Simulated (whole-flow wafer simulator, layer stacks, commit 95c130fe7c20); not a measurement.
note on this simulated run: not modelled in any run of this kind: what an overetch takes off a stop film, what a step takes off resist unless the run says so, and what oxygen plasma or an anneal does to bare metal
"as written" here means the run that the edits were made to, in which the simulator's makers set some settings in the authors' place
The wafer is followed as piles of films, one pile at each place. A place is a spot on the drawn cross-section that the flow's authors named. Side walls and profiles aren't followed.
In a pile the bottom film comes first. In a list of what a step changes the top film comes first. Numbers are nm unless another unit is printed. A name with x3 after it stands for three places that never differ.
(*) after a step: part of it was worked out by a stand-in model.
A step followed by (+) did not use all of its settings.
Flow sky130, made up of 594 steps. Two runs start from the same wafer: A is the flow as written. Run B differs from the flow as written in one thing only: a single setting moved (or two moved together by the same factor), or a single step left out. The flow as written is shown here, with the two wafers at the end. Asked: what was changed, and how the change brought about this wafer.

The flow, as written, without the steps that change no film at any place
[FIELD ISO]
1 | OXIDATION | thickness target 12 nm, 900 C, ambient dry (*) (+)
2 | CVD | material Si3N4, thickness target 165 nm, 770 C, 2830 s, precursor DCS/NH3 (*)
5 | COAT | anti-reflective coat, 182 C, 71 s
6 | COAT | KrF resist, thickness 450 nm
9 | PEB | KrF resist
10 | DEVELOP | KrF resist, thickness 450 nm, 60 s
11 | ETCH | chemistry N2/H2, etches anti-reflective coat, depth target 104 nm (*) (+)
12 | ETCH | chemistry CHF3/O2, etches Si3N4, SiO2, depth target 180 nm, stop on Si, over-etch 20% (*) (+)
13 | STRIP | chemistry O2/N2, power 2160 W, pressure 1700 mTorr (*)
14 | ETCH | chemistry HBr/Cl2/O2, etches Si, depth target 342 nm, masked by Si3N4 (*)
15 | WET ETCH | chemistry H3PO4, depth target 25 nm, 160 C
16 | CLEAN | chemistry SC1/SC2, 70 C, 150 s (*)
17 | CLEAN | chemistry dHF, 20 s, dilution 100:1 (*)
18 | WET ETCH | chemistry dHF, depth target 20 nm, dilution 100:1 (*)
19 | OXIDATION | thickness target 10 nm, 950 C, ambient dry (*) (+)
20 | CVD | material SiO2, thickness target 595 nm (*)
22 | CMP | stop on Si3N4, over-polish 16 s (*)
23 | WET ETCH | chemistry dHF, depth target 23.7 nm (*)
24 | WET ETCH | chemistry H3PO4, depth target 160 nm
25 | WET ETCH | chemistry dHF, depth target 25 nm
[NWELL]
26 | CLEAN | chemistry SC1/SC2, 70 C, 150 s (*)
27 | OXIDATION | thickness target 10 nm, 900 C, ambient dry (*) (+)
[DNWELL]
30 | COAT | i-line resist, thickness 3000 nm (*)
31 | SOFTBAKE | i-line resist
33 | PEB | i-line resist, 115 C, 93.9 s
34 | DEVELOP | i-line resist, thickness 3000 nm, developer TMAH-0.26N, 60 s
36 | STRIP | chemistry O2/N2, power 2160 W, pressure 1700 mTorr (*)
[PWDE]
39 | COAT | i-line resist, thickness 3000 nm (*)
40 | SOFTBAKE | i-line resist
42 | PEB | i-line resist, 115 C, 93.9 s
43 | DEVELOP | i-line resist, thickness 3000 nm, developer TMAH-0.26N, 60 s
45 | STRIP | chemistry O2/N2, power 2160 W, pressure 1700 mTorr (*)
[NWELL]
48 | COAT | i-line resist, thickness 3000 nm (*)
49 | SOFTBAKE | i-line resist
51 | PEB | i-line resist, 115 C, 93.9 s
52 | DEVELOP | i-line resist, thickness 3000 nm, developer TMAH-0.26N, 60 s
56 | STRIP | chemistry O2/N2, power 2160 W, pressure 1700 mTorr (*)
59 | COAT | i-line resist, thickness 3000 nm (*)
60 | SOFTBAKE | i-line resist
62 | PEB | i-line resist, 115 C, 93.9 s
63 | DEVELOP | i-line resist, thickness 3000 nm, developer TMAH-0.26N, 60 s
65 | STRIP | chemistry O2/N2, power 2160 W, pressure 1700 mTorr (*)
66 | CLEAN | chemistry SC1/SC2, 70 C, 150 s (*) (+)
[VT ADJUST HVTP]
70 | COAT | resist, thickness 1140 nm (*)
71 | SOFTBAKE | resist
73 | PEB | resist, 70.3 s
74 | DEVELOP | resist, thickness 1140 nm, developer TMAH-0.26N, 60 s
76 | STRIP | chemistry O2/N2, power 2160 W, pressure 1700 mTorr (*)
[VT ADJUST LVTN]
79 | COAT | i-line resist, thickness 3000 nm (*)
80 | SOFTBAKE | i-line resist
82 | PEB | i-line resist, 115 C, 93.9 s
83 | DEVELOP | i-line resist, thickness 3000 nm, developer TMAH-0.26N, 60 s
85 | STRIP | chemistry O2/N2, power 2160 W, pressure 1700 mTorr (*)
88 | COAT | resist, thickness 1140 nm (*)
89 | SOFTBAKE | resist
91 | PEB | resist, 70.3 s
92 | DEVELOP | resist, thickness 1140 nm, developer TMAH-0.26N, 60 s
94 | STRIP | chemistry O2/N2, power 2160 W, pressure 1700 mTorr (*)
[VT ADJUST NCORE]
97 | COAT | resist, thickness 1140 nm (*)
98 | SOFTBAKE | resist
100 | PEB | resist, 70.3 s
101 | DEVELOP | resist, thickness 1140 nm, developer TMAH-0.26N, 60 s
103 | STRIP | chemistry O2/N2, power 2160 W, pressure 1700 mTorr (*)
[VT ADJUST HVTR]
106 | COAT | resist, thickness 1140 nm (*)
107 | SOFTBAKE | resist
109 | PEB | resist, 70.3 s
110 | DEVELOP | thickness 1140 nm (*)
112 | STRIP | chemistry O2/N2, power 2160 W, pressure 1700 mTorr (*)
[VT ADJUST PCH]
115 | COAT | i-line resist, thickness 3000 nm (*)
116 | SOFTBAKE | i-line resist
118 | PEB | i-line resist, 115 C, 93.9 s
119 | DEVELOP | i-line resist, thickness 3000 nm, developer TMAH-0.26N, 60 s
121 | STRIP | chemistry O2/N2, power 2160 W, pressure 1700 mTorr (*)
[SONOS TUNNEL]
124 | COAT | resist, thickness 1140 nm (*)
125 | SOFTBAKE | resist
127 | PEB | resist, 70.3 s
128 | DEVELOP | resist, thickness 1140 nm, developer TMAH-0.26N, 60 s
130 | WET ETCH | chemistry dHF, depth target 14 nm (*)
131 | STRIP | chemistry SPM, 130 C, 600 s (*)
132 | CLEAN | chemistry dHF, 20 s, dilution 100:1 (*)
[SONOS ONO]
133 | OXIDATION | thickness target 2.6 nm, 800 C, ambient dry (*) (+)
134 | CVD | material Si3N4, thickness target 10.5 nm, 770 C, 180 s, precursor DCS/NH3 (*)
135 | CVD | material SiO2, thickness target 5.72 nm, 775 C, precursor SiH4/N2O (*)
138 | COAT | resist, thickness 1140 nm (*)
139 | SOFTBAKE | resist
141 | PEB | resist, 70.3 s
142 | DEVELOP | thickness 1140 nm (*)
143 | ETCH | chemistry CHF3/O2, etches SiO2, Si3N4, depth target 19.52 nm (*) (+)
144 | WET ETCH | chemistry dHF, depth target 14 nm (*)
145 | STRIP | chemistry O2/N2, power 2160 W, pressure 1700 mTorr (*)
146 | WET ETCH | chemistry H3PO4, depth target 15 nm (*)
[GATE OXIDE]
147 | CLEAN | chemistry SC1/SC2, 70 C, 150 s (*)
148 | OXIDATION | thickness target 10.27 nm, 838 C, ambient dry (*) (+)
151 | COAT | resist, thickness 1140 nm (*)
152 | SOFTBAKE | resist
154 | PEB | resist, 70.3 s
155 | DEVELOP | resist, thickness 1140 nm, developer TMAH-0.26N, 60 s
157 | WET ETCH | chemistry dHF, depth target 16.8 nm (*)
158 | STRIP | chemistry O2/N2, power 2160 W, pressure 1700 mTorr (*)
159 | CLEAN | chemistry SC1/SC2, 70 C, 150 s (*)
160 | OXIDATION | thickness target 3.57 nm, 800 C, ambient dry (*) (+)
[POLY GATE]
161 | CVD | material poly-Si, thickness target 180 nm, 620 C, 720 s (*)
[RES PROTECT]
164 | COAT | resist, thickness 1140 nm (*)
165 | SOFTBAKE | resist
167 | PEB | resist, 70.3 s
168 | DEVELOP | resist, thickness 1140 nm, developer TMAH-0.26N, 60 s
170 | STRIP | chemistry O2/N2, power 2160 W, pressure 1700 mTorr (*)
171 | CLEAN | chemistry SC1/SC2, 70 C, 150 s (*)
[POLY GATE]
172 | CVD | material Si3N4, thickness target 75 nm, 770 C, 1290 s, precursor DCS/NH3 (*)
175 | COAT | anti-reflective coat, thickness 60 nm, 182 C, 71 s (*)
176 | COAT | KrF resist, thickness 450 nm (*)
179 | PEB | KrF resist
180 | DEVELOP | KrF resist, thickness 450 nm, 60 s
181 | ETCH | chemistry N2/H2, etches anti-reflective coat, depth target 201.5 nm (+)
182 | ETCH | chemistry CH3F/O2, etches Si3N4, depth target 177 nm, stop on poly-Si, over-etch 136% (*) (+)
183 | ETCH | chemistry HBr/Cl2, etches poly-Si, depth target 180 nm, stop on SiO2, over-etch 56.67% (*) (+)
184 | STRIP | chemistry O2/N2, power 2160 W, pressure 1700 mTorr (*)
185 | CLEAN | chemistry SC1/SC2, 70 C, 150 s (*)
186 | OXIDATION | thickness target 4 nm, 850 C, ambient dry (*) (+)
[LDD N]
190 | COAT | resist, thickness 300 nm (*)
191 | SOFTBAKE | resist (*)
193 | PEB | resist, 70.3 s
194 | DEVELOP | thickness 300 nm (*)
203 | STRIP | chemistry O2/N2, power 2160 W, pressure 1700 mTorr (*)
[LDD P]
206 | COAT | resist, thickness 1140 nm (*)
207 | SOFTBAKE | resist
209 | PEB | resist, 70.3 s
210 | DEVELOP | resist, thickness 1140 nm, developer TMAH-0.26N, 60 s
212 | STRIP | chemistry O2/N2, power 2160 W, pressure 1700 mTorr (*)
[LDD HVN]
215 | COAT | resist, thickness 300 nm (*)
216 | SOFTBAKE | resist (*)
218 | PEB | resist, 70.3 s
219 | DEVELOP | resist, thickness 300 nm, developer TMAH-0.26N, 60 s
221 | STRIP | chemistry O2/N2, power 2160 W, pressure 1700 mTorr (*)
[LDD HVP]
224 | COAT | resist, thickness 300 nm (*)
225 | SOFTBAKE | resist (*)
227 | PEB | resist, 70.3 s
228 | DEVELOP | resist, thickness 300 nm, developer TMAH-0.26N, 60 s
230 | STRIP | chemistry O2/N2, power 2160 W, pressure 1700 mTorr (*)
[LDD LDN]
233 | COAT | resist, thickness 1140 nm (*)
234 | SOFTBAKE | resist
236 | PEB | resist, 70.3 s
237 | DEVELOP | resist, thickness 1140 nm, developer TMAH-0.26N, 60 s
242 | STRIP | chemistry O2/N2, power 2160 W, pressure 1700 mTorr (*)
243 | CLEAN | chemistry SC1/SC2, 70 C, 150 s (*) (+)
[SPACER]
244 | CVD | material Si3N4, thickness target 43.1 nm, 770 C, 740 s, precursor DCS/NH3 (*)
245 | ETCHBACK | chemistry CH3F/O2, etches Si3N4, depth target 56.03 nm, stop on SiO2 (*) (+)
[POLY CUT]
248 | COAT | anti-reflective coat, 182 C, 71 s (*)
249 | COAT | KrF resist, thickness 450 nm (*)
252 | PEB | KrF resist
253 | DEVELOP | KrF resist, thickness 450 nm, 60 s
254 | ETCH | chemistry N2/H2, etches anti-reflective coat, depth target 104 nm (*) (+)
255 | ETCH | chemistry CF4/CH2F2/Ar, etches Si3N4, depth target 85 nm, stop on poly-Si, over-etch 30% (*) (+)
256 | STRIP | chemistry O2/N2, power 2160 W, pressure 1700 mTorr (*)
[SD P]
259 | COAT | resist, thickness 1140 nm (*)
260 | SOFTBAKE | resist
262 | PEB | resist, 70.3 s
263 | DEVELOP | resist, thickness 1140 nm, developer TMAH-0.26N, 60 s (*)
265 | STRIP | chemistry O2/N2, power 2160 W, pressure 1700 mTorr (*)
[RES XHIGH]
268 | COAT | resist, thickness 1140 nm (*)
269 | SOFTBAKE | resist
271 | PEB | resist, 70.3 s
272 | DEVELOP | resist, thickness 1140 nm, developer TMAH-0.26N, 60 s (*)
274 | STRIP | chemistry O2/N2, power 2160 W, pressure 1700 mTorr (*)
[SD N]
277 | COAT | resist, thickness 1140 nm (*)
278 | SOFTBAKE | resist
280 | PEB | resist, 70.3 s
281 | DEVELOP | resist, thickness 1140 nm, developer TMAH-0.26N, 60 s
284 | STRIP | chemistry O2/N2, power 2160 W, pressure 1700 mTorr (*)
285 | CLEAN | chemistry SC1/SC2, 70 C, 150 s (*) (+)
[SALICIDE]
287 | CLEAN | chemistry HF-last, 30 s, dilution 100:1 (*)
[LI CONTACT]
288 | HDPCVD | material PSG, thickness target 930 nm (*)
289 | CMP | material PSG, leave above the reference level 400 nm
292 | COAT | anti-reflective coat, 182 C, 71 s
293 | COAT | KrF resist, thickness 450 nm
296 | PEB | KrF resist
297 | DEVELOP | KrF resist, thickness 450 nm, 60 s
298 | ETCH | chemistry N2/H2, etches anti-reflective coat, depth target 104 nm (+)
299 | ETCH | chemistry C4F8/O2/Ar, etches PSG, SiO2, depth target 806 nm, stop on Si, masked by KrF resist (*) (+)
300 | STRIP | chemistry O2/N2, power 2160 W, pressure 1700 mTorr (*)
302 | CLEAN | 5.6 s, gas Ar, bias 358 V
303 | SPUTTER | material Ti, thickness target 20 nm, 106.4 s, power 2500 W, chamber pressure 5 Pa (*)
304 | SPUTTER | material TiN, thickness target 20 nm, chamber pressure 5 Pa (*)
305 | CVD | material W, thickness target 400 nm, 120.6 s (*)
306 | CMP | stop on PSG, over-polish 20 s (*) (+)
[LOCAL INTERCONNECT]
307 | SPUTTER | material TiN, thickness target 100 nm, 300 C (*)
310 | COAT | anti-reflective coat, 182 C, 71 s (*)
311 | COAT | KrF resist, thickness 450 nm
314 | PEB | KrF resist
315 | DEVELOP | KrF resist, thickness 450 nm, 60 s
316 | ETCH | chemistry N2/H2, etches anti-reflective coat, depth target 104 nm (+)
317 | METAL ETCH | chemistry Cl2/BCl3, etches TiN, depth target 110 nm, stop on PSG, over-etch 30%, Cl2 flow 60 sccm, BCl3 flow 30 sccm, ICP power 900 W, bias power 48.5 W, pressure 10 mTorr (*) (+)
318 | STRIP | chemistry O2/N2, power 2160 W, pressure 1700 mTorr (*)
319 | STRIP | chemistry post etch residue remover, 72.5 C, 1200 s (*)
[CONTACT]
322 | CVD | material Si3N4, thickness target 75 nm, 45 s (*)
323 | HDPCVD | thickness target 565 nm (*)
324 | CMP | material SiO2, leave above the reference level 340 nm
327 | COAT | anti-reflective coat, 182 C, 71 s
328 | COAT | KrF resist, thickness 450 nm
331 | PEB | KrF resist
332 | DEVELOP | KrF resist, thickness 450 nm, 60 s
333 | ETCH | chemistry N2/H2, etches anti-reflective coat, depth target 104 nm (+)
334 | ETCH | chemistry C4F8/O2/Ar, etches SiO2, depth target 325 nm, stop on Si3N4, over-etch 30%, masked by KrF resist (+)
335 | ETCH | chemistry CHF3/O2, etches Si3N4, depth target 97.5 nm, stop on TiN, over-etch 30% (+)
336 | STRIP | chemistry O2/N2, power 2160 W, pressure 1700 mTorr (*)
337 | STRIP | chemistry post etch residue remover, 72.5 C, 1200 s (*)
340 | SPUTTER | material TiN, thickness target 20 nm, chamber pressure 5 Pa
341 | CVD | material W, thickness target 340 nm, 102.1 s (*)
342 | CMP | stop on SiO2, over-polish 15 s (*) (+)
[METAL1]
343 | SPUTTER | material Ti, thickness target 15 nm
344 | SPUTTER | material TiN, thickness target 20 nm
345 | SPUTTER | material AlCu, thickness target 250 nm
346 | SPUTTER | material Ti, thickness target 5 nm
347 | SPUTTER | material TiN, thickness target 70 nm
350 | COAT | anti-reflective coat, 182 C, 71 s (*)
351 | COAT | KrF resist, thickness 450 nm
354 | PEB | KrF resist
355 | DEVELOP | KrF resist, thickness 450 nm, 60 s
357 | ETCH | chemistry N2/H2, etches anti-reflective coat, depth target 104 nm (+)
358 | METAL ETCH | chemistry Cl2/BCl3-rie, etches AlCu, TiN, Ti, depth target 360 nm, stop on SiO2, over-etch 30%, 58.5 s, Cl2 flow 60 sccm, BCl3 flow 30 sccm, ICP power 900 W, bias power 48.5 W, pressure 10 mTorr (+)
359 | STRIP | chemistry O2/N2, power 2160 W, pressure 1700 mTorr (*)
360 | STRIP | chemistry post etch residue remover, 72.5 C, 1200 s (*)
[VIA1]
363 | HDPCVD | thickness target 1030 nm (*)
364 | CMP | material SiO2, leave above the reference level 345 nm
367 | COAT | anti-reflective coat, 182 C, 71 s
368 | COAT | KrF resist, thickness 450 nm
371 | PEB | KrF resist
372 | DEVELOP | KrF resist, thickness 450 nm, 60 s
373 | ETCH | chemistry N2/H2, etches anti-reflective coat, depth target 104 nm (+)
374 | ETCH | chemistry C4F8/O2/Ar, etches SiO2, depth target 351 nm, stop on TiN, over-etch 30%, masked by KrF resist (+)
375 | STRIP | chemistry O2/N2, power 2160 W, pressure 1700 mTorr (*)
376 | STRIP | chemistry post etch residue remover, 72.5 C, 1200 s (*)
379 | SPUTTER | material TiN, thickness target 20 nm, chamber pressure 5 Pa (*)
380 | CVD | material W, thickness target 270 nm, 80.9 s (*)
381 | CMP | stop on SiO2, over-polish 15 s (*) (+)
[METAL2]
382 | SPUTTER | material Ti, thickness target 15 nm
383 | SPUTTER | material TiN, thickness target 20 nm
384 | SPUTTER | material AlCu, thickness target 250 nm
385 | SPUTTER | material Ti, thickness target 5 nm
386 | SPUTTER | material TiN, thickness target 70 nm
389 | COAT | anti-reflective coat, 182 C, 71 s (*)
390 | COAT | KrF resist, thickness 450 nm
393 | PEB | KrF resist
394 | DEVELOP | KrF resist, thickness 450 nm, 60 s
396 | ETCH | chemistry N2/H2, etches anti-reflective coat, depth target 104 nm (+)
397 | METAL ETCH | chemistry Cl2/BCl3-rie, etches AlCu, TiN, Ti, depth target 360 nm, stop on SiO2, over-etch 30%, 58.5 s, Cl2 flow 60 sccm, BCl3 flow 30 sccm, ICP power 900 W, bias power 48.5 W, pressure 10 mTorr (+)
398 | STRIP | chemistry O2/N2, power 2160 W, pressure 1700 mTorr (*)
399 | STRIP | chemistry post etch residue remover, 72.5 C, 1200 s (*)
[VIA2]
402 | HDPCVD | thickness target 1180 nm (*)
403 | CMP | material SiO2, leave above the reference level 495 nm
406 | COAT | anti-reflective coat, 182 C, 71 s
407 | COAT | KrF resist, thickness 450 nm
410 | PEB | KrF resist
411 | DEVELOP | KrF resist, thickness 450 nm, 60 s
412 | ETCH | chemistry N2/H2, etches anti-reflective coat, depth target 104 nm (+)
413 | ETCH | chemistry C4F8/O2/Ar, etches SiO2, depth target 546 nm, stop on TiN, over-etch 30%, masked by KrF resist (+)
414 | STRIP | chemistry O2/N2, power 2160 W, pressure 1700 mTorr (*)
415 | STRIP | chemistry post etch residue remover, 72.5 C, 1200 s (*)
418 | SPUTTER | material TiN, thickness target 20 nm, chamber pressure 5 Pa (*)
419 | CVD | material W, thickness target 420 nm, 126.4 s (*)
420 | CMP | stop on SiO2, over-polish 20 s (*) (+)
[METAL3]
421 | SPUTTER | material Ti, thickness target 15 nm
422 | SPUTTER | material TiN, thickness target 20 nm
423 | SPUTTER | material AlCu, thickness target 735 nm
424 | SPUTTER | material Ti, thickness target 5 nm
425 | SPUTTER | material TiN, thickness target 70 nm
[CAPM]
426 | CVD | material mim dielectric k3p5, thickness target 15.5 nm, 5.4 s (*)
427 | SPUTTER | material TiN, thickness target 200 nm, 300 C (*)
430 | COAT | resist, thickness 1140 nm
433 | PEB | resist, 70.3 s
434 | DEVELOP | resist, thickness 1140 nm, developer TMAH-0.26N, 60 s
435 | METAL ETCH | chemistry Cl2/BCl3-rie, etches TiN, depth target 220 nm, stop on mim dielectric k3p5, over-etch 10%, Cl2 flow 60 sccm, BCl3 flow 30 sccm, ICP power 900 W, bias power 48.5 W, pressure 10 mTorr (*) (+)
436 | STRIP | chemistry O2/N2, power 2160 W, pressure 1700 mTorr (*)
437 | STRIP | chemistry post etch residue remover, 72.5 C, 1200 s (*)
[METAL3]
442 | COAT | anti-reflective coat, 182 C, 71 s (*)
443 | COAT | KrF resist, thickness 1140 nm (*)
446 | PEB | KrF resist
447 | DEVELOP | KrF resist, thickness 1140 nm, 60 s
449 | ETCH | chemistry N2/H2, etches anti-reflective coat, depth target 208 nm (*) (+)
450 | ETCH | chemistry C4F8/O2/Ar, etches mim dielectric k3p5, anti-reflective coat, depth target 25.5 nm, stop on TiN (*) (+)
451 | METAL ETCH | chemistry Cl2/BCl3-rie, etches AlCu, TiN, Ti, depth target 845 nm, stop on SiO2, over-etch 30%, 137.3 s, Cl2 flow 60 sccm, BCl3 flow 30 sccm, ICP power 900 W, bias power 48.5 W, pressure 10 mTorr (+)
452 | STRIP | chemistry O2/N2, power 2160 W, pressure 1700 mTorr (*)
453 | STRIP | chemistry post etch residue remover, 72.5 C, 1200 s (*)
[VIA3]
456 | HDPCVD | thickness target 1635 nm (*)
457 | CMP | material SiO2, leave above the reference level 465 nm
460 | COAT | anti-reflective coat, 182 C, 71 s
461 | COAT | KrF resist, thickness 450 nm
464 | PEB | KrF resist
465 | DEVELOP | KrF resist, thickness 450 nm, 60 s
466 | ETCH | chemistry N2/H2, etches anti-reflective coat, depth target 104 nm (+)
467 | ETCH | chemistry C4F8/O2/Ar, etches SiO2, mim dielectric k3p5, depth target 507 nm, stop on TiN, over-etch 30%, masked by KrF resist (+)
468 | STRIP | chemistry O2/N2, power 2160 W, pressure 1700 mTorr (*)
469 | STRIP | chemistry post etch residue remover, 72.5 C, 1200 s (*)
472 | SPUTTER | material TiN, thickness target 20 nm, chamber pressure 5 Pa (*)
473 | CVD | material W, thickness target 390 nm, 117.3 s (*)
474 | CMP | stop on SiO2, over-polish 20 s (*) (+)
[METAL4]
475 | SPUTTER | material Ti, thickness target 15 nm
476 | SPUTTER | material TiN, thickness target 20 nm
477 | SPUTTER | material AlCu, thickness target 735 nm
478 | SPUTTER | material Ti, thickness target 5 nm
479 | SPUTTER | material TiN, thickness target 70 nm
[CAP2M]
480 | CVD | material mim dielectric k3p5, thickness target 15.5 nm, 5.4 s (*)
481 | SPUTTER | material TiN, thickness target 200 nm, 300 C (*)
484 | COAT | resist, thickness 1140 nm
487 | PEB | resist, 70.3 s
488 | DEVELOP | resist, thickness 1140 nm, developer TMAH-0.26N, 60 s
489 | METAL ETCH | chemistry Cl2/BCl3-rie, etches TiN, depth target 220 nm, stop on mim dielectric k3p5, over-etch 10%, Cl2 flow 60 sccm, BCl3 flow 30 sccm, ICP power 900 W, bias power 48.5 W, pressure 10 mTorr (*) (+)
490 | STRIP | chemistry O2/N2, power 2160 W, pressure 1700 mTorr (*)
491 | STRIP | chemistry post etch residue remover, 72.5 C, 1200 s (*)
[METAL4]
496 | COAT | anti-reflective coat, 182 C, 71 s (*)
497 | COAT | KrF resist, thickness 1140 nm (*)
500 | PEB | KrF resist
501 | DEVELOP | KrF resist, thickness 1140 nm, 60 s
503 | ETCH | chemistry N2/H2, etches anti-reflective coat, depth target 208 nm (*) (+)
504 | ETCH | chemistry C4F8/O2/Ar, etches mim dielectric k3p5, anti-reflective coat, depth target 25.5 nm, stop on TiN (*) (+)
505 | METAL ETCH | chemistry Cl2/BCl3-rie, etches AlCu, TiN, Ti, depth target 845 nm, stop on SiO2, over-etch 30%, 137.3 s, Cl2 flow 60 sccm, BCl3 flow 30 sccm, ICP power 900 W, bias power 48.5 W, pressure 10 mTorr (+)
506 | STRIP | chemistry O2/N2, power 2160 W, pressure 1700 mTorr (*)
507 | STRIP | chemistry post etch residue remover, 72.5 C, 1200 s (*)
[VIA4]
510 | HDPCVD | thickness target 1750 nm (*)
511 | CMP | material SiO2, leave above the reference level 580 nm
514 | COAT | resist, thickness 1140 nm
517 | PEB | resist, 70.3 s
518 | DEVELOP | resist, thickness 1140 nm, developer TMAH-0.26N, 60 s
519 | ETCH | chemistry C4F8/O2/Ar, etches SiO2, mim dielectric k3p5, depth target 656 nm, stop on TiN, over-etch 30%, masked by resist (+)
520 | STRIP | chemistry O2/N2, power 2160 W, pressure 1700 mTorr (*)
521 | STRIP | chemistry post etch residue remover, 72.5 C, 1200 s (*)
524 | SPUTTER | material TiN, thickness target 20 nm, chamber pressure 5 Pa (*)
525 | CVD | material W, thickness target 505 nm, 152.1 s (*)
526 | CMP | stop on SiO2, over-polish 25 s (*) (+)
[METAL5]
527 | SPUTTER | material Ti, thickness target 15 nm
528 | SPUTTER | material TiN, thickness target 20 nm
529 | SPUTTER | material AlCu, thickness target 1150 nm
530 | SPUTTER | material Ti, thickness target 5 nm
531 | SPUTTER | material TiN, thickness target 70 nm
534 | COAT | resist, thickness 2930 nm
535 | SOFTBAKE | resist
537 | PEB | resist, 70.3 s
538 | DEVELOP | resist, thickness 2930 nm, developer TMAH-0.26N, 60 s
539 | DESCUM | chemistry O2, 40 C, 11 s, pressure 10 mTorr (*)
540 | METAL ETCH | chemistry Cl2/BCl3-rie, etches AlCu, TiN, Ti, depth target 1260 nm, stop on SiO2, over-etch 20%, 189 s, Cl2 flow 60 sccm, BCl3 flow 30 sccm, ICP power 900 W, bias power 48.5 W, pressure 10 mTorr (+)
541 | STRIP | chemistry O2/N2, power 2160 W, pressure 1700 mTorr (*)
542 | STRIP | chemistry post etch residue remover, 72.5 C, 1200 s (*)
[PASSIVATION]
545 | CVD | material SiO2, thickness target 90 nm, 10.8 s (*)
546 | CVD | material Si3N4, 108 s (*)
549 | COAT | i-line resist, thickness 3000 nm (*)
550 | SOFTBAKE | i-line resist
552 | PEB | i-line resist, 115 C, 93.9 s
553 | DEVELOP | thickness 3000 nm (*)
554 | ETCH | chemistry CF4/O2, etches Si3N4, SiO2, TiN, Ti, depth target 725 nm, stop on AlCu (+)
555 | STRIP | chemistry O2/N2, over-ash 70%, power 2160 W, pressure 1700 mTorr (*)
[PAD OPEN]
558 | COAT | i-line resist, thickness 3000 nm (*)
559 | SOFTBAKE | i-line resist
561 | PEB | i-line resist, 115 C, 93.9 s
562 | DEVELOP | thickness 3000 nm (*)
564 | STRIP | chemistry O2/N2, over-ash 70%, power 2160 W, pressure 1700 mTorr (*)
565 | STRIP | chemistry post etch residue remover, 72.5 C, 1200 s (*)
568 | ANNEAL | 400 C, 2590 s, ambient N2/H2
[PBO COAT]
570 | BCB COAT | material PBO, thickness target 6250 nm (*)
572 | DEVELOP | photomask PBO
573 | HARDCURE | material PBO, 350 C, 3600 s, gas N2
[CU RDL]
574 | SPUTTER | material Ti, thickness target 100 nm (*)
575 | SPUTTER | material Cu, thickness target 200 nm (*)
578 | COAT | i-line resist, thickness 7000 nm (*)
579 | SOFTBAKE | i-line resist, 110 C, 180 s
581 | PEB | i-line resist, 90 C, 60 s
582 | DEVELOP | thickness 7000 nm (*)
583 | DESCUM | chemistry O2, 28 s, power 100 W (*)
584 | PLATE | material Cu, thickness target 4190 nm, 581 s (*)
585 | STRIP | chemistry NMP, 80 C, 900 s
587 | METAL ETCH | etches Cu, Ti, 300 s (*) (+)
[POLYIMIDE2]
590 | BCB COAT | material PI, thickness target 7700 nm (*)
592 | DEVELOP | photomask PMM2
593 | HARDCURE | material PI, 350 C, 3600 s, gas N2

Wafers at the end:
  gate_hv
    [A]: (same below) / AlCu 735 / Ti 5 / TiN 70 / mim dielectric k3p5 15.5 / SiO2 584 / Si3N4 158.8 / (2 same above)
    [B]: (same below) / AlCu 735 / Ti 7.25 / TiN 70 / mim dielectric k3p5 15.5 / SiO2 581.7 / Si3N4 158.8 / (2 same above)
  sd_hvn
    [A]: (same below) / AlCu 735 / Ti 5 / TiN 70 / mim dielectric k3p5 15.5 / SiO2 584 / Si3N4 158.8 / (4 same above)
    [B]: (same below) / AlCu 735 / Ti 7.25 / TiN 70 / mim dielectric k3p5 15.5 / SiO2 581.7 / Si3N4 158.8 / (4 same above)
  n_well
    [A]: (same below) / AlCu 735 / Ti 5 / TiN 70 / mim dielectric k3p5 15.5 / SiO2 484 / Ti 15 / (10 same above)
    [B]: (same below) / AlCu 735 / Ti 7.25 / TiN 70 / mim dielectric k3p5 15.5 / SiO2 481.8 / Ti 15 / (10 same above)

Cause: step 478, SPUTTER: thickness target 7.25 nm was run, whereas the flow has thickness target 5 nm.
The wafer lets one read it off: gate_hv has Ti 7.25, and step 478 as written asks for 5 nm.

Step by step, how the change led to this:
  478 | SPUTTER | material Ti, thickness target 5 nm
      field, active, n_well and 189 more: A +5 Ti (new film) | B +7.25 Ti (new film)
  505 | METAL ETCH | chemistry Cl2/BCl3-rie, etches AlCu, TiN, Ti, depth target 845 nm, stop on SiO2, over-etch 30%, 137.3 s, Cl2 flow 60 sccm, BCl3 flow 30 sccm, ICP power 900 W, bias power 48.5 W, pressure 10 mTorr (+)
      field, gate, spacer and 68 more: A -70 TiN (all of it), -5 Ti (all of it), -735 AlCu (all of it), -20 TiN (all of it), -15 Ti (all of it), -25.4 SiO2 | B -70 TiN (all of it), -7.25 Ti (all of it), -735 AlCu (all of it), -20 TiN (all of it), -15 Ti (all of it), -25.1 SiO2
      active, vpp_iso1, mim_edge_plate and 14 more: A -70 TiN (all of it), -5 Ti (all of it), -735 AlCu (all of it), -20 TiN (all of it), -15 Ti (all of it), -25.3 SiO2 | B -70 TiN (all of it), -7.25 Ti (all of it), -735 AlCu (all of it), -20 TiN (all of it), -15 Ti (all of it), -25.1 SiO2
